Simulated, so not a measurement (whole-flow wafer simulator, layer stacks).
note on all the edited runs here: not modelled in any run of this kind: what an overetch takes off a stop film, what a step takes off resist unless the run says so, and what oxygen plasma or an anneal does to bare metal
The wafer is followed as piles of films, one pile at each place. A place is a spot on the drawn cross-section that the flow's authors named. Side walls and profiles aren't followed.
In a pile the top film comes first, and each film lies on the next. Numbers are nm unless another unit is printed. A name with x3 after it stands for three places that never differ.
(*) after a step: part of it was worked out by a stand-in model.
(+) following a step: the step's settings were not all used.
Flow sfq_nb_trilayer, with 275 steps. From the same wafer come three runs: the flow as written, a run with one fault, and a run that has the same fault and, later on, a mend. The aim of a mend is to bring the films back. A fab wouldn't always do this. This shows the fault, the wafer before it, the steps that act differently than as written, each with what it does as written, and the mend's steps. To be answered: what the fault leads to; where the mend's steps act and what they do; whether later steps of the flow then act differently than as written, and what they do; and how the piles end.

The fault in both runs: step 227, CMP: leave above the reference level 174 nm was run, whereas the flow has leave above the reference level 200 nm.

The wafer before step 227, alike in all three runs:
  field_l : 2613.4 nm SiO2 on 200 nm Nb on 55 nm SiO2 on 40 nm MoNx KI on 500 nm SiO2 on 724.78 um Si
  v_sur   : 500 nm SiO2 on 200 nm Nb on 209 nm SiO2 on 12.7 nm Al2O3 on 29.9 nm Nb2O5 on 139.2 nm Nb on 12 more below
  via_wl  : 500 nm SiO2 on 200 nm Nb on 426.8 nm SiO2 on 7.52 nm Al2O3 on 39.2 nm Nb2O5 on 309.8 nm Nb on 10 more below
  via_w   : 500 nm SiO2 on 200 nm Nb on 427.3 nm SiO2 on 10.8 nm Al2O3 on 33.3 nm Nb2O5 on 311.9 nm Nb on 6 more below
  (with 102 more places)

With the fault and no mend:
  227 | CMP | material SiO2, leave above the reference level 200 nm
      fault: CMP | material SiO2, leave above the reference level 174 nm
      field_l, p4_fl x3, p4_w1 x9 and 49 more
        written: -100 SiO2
        fault: -126 SiO2
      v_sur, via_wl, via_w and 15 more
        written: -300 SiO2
        fault: -326 SiO2
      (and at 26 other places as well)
  Steps further on in the flow that do not act as written (2 more steps, not shown, differ only slightly: by at most 2% or 0.5 nm, whichever is larger):
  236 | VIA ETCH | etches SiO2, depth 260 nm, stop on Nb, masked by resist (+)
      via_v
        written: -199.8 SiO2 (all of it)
        fault: -173.8 SiO2 (all of it)
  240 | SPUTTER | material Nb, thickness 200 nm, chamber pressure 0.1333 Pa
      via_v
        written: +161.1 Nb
        fault: +167.4 Nb
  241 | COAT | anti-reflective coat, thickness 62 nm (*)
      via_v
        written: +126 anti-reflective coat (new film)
        fault: +120.2 anti-reflective coat (new film)
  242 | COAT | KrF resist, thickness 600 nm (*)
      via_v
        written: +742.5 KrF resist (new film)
        fault: +720.5 KrF resist (new film)
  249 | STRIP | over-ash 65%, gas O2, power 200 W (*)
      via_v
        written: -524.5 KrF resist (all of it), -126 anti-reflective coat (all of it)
        fault: -502.6 KrF resist (all of it), -120.2 anti-reflective coat (all of it)
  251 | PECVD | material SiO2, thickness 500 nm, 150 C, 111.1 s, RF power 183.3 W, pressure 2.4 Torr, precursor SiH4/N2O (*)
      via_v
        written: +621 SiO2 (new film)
        fault: +588.7 SiO2 (new film)
  The piles end different from the flow's at v_sur, via_wl, via_w and 62 more by more than 2% or 0.5 nm, whichever is larger.
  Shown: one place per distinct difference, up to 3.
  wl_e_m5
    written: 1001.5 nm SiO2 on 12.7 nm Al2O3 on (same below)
    fault: 975.5 nm SiO2 on 12.7 nm Al2O3 on (same below)
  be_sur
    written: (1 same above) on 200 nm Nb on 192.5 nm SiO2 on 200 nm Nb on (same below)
    fault: (1 same above) on 200 nm Nb on 166.5 nm SiO2 on 200 nm Nb on (same below)
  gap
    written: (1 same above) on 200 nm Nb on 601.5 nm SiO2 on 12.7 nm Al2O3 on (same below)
    fault: (1 same above) on 200 nm Nb on 575.5 nm SiO2 on 12.7 nm Al2O3 on (same below)

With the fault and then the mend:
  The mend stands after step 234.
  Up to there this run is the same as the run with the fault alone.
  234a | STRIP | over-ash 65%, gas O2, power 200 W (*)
      field_l, v_sur, via_wl and 102 more
        -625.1 KrF resist (all of it), -62 anti-reflective coat (all of it)
      via_v
        -62 anti-reflective coat (all of it)
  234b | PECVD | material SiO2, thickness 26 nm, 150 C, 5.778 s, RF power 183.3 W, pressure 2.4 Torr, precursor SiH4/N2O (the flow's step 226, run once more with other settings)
      field_l, v_sur, via_wl and 103 more
        +26 SiO2
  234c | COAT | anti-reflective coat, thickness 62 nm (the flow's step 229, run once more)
      field_l, v_sur, via_wl and 103 more
        +62 anti-reflective coat (new film)
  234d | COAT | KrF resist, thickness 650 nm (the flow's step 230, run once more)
      field_l, v_sur, via_wl and 103 more
        +650 KrF resist (new film)
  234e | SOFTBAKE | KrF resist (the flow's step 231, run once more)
      leaves every film unchanged at each place that is followed
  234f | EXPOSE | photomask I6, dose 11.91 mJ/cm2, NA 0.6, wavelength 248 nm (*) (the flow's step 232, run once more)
      leaves every film unchanged at each place that is followed
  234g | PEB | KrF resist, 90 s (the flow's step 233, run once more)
      field_l, v_sur, via_wl and 103 more
        -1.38 KrF resist
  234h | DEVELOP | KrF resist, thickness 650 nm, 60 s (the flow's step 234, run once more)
      field_l, v_sur, via_wl and 102 more
        -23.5 KrF resist
      via_v
        -648.6 KrF resist (all of it)
  Every later step of the flow that is run acts as written, at every place that is followed, to within 2% or 0.5 nm, whichever is larger.
  The piles end the same as the flow's at every place that both follow.
